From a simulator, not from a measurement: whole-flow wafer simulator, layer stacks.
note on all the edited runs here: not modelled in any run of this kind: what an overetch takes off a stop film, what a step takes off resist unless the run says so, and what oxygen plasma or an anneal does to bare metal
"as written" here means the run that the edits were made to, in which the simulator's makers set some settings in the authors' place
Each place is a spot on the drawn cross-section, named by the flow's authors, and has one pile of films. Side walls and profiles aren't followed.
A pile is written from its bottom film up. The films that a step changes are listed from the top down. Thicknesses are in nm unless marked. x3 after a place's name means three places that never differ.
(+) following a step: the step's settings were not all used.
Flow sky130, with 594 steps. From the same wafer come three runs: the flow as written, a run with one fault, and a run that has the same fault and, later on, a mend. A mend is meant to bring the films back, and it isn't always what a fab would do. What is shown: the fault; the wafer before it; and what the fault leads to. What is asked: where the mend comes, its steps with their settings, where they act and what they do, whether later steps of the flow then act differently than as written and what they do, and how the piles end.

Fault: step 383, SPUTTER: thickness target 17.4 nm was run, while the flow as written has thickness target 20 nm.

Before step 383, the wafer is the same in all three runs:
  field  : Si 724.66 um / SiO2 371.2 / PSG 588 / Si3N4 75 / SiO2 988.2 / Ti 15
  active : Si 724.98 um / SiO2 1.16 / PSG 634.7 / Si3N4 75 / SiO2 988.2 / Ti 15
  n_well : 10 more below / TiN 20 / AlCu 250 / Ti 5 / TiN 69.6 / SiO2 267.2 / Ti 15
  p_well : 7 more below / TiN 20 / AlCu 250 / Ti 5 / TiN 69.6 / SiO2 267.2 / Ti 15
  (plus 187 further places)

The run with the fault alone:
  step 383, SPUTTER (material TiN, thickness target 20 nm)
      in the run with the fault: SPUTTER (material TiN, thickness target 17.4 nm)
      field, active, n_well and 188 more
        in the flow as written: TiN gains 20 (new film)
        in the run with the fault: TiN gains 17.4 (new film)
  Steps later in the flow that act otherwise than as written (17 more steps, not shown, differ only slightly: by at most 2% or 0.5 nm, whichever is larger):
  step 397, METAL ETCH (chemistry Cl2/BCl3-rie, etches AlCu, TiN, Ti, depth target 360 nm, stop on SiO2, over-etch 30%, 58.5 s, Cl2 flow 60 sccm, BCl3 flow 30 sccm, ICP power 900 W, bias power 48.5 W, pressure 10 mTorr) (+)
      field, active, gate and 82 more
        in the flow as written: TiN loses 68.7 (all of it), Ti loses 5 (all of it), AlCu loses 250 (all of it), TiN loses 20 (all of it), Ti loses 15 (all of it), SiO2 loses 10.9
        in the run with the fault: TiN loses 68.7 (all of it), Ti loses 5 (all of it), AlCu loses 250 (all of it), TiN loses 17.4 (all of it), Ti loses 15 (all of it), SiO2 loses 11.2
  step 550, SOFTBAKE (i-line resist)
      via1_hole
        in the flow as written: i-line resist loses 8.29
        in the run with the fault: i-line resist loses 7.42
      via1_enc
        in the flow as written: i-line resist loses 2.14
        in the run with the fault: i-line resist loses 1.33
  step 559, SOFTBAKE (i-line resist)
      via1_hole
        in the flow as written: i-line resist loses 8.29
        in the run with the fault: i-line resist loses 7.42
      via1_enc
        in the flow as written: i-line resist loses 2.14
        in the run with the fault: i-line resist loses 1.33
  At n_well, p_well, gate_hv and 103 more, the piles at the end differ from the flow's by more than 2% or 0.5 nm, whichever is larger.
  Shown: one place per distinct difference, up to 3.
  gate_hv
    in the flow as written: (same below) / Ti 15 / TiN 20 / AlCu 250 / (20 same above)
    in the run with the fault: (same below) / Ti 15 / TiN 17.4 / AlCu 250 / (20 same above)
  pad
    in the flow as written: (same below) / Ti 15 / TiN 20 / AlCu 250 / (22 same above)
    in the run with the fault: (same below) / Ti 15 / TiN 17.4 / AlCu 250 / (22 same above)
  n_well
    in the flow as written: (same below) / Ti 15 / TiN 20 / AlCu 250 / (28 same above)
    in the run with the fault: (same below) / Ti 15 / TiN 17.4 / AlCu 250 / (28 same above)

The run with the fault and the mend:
  After step 383 comes the mend.
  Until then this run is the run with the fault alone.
  step 383a, SPUTTER (material TiN, thickness target 2.6 nm) (the flow's step 383 again, with other settings)
      field, active, n_well and 188 more
        TiN gains 2.6
  Every later step of the flow that is run acts as written at every place that is followed.
  The piles end the same as the flow's at every place that both follow.
